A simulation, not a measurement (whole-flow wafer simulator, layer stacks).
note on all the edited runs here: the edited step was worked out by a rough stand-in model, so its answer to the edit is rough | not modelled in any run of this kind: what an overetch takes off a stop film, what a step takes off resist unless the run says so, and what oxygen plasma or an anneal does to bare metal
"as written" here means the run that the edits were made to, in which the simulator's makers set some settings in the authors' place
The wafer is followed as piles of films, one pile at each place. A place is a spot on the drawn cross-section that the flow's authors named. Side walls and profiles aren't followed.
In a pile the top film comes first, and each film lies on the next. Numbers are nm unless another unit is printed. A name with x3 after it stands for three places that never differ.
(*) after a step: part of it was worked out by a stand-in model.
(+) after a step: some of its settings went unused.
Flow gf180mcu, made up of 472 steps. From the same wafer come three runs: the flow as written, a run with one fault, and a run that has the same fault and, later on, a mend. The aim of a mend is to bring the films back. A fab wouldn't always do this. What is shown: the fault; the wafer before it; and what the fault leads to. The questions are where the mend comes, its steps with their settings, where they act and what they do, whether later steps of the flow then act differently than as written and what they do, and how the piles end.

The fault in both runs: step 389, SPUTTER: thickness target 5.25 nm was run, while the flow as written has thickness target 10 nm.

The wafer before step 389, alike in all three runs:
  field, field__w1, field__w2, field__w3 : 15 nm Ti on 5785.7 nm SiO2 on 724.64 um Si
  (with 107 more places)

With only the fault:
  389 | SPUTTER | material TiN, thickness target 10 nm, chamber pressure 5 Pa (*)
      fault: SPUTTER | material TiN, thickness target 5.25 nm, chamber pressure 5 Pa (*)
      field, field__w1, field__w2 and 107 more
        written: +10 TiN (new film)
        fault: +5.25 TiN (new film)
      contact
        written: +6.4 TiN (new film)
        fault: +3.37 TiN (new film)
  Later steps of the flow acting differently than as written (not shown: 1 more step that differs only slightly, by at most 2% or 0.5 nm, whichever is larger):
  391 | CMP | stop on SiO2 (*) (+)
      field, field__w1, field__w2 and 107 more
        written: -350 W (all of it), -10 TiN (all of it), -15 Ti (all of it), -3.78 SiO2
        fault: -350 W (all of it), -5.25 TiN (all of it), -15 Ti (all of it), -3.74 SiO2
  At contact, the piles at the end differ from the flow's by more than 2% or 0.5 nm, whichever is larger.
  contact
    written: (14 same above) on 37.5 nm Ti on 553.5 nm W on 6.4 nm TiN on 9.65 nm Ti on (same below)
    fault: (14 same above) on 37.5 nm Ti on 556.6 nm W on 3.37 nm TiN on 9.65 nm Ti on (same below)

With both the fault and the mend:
  After step 389 comes the mend.
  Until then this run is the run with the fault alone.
  389a | SPUTTER | material TiN, thickness target 4.75 nm, chamber pressure 5 Pa (*) (the flow's step 389, run once more with other settings)
      field, field__w1, field__w2 and 107 more
        +4.75 TiN
      contact
        +3.04 TiN
  Later steps of the flow that are run all act as written at every place that is followed.
  By the end, the piles equal the flow's at every place that both follow.
